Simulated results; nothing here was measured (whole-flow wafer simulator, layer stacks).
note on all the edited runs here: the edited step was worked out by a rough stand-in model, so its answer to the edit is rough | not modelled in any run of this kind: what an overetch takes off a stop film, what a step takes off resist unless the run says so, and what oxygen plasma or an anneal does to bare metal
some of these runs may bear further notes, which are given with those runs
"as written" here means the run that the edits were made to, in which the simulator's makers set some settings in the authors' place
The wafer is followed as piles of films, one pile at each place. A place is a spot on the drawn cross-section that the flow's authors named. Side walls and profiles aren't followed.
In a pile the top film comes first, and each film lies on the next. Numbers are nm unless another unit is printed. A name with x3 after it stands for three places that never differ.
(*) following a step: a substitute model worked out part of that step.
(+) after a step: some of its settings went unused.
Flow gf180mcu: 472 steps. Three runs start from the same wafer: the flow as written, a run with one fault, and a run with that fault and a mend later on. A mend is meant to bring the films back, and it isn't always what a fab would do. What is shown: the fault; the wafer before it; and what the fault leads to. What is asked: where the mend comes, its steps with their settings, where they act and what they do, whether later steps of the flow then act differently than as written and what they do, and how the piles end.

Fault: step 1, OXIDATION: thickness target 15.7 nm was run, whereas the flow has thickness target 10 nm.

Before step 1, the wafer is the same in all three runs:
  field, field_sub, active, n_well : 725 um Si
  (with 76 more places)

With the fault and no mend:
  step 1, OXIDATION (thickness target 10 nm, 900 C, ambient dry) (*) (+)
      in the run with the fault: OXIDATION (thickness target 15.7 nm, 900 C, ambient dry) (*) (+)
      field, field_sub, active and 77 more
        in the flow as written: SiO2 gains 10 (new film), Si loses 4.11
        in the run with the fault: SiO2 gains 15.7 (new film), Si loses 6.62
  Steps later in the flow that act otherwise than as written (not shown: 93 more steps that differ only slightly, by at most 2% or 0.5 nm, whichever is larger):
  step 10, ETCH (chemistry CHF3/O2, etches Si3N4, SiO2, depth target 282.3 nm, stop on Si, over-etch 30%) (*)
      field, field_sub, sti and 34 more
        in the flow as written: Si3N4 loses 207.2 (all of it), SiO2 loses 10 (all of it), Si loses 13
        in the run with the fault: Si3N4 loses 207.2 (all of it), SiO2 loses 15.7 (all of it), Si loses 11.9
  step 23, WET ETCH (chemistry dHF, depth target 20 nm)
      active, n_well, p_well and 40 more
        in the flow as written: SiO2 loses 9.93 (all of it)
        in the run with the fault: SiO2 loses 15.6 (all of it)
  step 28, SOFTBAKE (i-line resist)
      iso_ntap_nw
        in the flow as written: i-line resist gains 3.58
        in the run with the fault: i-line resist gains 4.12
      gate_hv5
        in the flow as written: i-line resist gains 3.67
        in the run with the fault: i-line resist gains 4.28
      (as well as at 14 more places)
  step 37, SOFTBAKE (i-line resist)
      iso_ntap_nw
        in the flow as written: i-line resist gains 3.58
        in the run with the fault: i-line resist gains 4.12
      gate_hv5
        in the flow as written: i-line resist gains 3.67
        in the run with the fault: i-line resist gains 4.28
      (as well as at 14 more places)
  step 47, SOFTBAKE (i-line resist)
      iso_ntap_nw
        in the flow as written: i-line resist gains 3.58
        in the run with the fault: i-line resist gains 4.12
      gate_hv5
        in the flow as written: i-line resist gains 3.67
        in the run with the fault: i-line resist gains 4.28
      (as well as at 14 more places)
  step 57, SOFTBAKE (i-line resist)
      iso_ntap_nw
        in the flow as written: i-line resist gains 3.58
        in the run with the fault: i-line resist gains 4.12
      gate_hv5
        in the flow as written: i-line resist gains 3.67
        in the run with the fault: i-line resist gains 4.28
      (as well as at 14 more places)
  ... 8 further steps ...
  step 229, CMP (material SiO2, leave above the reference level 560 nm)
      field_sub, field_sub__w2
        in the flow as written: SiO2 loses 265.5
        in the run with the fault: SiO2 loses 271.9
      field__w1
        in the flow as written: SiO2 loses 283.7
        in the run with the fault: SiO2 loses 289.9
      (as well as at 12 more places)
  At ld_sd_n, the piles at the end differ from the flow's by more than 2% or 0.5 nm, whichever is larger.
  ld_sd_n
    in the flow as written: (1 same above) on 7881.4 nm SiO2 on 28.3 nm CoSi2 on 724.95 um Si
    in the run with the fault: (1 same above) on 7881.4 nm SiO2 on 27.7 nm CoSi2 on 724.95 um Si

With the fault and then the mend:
  After step 1 comes the mend.
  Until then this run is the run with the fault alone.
  step 1a, WET ETCH (chemistry dHF, depth target 5.7 nm, 25 C, dilution 100:1)
      field, field_sub, active and 77 more
        SiO2 loses 5.7
  None of the later steps of the flow acts differently than as written at any place that is followed.
  When the end is reached, the piles differ only a little from the flow's at the places that both follow, at most by 2% or 0.5 nm, whichever is larger.
